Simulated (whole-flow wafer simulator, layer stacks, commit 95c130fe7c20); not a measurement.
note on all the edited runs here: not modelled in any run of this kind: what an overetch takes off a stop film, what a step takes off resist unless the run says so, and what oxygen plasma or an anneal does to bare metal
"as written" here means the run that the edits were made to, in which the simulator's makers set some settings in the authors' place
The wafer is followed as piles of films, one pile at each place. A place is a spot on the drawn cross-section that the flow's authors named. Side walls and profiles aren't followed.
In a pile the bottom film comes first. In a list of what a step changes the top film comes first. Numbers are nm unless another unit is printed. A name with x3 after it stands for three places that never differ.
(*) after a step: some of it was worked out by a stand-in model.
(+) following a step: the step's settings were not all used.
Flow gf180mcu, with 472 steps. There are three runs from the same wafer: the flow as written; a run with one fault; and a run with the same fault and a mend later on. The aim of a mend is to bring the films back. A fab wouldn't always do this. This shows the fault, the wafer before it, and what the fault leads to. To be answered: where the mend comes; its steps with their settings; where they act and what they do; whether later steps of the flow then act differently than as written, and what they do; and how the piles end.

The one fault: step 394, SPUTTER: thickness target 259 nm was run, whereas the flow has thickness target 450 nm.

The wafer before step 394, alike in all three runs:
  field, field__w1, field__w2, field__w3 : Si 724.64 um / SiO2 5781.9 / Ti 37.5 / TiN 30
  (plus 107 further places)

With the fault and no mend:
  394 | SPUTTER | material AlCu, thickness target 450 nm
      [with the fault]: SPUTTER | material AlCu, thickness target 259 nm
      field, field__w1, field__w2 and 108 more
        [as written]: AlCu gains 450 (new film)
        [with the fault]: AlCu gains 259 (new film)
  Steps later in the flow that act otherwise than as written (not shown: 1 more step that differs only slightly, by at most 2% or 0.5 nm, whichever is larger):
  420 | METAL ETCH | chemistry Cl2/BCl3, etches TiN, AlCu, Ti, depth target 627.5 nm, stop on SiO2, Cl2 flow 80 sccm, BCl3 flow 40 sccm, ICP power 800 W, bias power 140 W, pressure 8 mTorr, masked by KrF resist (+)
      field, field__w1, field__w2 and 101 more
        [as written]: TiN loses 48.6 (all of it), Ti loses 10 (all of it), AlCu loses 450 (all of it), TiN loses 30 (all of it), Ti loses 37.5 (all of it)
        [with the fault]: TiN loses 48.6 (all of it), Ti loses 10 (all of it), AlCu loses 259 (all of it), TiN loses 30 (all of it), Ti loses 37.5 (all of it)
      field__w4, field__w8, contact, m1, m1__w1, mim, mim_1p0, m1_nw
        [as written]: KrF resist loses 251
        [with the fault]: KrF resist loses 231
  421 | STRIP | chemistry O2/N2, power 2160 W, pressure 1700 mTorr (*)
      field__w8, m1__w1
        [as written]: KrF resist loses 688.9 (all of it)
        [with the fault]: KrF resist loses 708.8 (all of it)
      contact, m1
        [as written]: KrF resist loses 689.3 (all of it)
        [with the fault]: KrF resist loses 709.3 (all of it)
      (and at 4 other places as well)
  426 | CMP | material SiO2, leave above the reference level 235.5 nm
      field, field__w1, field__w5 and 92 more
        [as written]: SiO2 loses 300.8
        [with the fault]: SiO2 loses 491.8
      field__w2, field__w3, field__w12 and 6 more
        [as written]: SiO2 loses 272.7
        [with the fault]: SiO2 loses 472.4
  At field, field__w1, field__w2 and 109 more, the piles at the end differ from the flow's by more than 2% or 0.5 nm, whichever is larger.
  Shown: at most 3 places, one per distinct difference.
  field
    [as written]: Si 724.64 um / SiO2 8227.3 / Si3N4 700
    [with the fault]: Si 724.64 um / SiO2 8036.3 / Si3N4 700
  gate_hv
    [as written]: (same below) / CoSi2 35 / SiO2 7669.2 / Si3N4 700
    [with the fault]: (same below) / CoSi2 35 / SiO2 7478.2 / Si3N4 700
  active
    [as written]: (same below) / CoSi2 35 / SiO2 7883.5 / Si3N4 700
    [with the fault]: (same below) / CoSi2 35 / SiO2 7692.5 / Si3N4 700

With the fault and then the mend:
  After step 394 comes the mend.
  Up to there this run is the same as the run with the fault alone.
  394a | SPUTTER | material AlCu, thickness target 191 nm (the flow's step 394, run once more with other settings)
      field, field__w1, field__w2 and 108 more
        AlCu gains 191
  Later steps of the flow that are run all act as written at every place that is followed.
  The piles end the same as the flow's at every place that both follow.
